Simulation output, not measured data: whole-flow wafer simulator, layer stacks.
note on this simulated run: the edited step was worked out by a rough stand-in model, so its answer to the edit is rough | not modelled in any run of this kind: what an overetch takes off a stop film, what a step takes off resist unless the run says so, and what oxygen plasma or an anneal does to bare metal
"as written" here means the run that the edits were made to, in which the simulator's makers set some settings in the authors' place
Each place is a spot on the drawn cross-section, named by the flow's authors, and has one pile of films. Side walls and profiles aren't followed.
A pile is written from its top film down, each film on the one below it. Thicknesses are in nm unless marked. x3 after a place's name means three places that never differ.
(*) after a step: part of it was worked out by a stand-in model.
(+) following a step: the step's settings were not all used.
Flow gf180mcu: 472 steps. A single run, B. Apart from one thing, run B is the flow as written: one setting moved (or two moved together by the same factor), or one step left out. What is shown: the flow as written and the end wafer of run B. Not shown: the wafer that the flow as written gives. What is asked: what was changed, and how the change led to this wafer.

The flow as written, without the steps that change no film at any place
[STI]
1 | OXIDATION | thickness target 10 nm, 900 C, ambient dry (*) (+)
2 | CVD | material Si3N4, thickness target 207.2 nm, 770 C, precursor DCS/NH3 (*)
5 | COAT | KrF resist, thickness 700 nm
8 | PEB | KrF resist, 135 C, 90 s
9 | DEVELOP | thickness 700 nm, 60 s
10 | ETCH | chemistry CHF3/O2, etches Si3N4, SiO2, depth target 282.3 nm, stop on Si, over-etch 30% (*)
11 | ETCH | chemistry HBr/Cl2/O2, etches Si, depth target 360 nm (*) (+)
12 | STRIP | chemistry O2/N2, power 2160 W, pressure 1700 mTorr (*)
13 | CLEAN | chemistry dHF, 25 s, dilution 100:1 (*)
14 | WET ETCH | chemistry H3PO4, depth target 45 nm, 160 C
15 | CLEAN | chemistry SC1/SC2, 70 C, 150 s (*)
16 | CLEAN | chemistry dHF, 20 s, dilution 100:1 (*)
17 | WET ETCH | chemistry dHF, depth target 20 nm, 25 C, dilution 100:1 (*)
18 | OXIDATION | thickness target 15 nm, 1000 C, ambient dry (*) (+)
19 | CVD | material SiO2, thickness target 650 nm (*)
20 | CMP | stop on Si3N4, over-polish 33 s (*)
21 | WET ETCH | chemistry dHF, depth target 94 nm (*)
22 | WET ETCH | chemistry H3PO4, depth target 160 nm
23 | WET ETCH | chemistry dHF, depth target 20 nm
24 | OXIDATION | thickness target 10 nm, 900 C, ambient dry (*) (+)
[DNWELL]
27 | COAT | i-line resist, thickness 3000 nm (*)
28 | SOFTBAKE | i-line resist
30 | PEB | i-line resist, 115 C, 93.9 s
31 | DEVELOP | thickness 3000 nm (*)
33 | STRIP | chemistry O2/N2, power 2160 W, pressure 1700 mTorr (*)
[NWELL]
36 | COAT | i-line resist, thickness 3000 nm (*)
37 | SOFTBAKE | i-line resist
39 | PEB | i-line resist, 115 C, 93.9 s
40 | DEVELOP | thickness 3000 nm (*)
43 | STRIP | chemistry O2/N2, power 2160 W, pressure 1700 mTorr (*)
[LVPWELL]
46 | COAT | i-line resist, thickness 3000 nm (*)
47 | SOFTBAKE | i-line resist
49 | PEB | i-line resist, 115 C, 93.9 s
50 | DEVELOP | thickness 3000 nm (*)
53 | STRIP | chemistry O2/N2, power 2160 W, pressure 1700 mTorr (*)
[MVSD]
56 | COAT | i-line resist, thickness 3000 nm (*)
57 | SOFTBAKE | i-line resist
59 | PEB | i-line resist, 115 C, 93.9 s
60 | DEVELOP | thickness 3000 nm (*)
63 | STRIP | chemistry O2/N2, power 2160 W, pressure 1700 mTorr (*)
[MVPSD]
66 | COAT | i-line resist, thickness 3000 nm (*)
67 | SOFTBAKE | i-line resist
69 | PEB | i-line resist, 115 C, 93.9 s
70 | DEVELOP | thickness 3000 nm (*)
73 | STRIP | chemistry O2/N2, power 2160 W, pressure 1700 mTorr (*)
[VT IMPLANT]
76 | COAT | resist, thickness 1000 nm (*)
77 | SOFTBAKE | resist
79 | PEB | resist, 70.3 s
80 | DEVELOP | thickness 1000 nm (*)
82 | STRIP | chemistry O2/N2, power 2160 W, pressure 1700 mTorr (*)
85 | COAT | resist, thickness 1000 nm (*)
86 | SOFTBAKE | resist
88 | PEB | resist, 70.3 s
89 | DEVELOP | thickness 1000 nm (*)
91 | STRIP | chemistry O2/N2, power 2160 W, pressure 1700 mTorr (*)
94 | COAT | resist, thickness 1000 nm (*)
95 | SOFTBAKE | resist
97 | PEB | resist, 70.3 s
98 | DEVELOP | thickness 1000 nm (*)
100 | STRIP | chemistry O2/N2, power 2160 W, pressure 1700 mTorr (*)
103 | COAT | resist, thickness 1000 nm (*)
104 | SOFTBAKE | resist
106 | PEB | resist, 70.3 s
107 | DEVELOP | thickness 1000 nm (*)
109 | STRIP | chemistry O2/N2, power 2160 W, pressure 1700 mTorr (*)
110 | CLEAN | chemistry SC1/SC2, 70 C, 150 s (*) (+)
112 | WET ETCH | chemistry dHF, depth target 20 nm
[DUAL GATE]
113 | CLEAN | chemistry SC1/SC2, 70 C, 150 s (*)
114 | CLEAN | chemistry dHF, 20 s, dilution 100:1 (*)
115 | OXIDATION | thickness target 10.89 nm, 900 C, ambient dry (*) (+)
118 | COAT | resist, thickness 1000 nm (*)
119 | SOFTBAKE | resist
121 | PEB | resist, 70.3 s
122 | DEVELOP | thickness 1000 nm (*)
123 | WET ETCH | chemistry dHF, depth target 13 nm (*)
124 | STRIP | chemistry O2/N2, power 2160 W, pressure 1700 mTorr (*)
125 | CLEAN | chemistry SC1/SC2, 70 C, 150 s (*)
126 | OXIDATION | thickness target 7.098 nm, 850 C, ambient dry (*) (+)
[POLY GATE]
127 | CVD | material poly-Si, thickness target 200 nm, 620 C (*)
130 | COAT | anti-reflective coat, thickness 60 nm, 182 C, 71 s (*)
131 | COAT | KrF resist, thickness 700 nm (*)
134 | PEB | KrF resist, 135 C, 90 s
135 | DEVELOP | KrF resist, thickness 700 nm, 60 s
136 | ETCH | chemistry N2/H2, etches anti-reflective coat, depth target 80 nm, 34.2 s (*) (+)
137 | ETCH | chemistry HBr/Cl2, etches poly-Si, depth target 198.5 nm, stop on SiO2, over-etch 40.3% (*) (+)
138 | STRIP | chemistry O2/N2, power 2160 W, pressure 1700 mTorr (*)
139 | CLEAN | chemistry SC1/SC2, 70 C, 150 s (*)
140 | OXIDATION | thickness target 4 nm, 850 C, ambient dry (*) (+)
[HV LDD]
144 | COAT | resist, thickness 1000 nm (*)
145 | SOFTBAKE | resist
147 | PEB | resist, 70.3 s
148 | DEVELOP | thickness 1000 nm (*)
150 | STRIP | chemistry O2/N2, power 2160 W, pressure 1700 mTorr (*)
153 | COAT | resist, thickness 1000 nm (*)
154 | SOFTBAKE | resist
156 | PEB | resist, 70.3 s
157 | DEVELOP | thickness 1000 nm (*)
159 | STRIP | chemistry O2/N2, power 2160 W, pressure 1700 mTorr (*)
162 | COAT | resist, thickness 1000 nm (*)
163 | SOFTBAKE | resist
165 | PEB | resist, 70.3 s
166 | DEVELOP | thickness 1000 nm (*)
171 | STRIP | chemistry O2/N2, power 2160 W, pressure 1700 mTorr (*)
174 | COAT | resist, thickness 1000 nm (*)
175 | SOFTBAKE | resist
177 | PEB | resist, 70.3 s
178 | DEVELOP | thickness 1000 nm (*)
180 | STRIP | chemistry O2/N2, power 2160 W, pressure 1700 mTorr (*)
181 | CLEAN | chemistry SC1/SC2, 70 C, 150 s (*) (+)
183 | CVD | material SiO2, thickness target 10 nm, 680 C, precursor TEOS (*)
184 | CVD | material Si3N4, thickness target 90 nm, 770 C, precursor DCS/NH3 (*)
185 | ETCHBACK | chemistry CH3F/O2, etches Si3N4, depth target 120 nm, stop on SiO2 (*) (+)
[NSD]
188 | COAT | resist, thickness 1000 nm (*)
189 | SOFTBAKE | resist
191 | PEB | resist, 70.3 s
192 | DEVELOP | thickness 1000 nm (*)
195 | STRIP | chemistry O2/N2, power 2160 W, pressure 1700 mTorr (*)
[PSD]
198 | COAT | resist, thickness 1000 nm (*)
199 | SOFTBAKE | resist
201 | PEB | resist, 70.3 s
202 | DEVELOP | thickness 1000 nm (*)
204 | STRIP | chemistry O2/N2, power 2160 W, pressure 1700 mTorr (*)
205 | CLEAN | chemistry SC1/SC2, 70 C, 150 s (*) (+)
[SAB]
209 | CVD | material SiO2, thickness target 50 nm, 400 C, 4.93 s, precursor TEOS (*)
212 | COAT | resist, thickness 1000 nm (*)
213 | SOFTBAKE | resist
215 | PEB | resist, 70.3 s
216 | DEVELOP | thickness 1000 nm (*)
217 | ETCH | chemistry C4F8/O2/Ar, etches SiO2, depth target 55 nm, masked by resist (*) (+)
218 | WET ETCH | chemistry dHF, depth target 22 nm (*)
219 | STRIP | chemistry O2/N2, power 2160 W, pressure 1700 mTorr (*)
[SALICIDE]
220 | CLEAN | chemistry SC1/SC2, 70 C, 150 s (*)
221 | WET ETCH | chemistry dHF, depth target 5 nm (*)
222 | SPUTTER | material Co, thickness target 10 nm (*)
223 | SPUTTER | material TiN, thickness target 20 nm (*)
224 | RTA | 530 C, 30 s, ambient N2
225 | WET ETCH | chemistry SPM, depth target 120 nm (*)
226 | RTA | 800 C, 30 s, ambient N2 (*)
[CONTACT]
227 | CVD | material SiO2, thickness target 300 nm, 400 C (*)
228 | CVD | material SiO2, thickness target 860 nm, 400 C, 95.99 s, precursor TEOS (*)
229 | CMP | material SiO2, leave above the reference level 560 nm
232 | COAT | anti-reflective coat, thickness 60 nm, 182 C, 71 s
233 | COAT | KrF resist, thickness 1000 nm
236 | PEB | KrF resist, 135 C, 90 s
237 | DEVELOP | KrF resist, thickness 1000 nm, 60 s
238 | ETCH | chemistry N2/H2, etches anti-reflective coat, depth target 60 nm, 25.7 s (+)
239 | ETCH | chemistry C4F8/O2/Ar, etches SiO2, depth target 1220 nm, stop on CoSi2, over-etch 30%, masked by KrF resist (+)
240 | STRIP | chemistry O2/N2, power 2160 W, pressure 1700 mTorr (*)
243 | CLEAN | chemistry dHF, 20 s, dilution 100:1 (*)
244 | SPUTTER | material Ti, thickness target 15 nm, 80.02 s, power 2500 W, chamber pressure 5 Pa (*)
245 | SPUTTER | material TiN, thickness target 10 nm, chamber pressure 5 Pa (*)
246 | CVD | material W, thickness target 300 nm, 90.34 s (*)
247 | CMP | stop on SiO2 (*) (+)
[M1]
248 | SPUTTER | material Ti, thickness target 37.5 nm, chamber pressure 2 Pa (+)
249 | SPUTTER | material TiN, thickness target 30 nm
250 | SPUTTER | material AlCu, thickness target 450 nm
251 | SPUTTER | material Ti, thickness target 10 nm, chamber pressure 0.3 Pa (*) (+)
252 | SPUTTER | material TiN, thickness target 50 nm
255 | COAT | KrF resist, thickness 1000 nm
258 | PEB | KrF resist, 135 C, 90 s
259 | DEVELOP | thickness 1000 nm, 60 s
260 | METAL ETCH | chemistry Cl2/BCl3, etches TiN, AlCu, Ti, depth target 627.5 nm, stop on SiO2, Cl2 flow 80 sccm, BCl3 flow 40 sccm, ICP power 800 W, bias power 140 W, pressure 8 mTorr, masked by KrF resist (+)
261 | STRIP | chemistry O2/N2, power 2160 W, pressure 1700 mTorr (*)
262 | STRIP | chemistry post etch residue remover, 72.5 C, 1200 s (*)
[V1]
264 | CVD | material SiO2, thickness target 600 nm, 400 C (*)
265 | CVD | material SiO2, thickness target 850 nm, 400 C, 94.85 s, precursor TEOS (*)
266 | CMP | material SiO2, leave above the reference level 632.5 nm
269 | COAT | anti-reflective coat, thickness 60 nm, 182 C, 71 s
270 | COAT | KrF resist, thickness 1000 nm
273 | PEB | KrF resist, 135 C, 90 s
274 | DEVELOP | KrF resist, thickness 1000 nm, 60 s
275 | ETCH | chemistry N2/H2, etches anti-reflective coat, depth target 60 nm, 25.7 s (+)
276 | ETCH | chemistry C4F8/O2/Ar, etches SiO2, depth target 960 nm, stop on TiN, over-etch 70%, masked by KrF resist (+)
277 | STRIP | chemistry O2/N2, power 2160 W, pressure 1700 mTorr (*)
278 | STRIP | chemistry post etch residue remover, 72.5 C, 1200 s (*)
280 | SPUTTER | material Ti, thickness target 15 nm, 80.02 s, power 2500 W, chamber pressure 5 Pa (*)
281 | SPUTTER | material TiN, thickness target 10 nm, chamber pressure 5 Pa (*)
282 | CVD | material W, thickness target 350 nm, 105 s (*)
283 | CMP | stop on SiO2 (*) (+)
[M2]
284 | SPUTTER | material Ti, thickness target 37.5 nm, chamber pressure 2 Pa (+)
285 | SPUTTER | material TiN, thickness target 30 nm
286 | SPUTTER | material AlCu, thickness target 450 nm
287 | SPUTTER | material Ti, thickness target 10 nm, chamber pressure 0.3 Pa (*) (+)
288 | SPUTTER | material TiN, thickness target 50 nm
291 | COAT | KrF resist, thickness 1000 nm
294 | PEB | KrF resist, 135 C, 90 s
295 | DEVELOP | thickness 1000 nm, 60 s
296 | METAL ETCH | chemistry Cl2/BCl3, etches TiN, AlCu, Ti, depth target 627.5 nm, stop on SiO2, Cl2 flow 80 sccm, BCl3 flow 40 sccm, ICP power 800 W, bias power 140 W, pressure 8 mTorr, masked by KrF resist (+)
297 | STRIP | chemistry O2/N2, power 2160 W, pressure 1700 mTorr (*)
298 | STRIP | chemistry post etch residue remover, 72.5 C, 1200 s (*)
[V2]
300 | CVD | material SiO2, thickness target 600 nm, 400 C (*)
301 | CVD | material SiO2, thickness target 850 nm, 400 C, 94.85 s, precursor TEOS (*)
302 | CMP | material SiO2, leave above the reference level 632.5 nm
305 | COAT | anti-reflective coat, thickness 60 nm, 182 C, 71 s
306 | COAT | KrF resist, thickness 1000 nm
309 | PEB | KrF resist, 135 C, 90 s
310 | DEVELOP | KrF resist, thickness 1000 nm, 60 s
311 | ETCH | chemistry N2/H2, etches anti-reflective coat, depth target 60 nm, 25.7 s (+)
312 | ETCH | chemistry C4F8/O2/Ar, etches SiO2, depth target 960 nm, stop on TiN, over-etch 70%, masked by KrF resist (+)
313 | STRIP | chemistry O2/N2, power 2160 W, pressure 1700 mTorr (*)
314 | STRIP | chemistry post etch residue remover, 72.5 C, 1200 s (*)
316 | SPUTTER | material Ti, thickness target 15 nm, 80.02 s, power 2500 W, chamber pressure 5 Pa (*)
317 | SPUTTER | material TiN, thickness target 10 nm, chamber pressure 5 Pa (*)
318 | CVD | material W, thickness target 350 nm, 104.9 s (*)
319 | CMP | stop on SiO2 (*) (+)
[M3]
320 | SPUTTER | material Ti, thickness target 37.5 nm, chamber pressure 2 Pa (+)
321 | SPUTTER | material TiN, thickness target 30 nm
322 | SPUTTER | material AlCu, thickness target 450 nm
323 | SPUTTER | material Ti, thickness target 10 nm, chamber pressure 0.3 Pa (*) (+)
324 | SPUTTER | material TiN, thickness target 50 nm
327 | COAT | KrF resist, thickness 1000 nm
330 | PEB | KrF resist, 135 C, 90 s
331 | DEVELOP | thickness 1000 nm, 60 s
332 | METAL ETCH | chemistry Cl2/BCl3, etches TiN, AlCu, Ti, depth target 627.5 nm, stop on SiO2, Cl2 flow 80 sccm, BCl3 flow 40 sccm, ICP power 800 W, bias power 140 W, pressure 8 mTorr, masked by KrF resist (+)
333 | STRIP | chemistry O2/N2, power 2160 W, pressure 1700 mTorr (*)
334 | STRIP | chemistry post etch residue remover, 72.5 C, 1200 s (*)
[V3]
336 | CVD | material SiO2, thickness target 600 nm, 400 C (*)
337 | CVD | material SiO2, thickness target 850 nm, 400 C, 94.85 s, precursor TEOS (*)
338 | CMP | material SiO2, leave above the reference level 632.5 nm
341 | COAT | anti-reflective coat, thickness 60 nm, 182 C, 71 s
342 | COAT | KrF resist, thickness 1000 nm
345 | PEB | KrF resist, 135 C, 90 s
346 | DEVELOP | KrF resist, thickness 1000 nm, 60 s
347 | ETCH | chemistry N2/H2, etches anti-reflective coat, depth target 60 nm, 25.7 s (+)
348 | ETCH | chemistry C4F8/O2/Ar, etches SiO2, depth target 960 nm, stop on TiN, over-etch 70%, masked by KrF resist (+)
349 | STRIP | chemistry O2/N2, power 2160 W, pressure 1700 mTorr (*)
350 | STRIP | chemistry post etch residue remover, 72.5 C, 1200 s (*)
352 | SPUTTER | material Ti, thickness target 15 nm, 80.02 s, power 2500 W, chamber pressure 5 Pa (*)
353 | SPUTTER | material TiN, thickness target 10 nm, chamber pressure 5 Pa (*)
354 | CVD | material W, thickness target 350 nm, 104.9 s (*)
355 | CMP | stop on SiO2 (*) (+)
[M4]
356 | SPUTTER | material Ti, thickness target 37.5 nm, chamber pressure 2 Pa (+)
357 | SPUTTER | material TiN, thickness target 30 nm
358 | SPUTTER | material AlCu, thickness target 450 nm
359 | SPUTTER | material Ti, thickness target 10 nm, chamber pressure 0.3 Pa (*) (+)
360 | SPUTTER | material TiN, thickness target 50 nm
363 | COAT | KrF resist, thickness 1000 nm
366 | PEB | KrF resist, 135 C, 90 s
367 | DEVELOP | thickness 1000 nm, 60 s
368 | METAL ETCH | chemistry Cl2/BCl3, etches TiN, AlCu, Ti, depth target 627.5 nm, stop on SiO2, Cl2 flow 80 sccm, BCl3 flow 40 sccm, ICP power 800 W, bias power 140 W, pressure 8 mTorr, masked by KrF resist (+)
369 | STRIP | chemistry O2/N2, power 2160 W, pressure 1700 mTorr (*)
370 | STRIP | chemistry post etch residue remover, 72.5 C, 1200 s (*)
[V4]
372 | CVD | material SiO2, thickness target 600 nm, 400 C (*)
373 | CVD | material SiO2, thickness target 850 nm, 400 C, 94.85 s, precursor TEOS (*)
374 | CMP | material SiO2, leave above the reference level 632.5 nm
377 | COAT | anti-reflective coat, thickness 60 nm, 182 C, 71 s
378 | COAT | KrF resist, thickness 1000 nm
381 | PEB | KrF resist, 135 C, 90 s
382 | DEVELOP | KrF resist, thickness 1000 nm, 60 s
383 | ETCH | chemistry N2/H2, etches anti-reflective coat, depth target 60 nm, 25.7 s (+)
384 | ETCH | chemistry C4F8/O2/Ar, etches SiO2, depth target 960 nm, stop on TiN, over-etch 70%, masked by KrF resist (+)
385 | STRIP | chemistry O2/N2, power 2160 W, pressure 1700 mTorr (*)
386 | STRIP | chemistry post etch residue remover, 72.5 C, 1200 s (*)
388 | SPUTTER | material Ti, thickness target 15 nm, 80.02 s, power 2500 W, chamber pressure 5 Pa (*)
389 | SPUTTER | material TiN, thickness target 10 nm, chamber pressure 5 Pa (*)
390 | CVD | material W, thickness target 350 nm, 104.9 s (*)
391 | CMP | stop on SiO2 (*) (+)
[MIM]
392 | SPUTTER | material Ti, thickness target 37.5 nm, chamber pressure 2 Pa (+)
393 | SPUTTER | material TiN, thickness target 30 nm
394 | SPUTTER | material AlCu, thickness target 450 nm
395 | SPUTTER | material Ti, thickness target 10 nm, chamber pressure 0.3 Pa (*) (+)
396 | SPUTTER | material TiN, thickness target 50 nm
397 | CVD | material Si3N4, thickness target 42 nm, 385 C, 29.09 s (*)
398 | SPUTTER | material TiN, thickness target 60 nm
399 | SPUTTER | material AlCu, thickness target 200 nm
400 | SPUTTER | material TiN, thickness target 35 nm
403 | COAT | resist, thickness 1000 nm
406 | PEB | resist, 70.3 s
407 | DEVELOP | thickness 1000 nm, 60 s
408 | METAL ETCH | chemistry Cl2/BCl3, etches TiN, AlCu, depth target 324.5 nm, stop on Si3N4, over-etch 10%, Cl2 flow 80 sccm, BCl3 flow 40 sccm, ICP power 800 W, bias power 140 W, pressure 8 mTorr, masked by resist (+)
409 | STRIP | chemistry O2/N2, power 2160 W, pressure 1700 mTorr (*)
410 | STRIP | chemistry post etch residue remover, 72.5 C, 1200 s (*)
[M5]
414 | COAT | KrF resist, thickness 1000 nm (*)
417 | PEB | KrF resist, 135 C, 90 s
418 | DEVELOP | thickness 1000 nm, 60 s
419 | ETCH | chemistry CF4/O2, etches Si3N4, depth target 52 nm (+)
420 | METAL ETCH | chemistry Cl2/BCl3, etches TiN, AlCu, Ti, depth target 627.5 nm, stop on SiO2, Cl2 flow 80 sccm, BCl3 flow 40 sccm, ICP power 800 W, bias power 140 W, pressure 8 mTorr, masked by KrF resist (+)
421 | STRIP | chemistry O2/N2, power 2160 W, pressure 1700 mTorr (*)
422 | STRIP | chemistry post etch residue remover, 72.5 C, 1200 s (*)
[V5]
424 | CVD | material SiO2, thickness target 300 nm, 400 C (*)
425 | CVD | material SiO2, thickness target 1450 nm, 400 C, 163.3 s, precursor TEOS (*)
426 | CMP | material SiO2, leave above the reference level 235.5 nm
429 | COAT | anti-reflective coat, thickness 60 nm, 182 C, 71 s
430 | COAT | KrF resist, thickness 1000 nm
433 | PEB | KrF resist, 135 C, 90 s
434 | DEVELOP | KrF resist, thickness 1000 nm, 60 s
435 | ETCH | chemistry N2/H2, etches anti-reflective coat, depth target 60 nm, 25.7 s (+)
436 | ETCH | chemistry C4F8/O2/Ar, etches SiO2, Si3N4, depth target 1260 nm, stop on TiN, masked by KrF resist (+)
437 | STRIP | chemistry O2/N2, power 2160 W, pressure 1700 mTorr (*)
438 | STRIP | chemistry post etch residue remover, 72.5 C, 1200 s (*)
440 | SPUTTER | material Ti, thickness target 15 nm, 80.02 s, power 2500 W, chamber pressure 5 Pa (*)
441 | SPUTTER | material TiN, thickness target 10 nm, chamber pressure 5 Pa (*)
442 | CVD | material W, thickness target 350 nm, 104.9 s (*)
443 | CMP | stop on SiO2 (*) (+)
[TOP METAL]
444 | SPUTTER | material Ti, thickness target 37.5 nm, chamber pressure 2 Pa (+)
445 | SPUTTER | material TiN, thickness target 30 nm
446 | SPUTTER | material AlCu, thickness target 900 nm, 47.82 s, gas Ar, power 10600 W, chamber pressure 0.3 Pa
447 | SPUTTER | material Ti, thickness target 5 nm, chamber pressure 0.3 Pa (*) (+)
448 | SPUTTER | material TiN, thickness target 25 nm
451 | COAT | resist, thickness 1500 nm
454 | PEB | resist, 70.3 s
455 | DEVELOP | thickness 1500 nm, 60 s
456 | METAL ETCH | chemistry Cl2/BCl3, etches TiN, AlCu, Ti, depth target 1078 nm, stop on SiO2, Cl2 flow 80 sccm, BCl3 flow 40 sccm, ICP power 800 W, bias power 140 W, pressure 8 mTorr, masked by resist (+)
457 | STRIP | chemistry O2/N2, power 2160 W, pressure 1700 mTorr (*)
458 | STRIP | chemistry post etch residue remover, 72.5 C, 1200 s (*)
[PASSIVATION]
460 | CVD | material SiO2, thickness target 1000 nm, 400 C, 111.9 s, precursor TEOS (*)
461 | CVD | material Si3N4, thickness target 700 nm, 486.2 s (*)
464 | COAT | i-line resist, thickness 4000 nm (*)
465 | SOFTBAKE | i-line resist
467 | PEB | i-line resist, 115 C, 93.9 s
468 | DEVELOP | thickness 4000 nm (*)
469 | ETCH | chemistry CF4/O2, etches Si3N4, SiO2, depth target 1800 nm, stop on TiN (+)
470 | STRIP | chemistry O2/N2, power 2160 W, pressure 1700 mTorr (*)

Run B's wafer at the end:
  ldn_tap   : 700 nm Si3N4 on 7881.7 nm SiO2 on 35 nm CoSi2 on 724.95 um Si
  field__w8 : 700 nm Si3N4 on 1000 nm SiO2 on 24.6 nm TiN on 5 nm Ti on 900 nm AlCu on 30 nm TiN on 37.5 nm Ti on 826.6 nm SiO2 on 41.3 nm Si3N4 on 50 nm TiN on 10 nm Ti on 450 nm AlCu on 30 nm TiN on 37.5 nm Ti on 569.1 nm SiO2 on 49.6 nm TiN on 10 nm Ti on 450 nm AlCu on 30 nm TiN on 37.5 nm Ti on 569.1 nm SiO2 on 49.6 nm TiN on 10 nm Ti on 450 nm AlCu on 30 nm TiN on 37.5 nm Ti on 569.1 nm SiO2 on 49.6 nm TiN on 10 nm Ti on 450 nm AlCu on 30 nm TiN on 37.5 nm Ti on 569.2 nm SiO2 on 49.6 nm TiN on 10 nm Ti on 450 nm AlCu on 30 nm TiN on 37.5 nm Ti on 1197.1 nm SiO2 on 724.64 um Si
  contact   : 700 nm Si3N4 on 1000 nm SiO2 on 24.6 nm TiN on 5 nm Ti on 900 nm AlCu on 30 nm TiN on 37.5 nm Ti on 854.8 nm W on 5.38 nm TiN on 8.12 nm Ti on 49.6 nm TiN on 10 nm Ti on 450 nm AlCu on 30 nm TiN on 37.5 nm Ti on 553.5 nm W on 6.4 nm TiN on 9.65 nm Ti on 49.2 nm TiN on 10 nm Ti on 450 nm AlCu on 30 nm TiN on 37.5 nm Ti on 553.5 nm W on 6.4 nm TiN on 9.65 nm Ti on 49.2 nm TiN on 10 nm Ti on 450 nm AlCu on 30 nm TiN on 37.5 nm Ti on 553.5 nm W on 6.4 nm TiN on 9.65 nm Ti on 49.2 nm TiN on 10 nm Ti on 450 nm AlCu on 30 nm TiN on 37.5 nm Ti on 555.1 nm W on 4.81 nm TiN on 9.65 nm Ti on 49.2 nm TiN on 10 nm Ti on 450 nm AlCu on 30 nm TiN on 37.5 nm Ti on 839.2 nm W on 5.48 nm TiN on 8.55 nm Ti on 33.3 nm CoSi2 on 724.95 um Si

Cause: step 281, SPUTTER: thickness target 7.5 nm was run, though the flow has thickness target 10 nm.

The path from the change to this, step by step:
  281 | SPUTTER | material TiN, thickness target 10 nm, chamber pressure 5 Pa (*)
      field, field__w1, field__w2 and 107 more: TiN gains 7.5 (new film) (in the flow as written it would be: TiN gains 10 (new film))
      contact: TiN gains 4.81 (new film) (in the flow as written it would be: TiN gains 6.4 (new film))
  283 | CMP | stop on SiO2 (*) (+)
      field, field__w1, field__w2 and 107 more: W loses 350 (all of it), TiN loses 7.5 (all of it), Ti loses 15 (all of it), SiO2 loses 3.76 (in the flow as written it would be: W loses 350 (all of it), TiN loses 10 (all of it), Ti loses 15 (all of it), SiO2 loses 3.78)
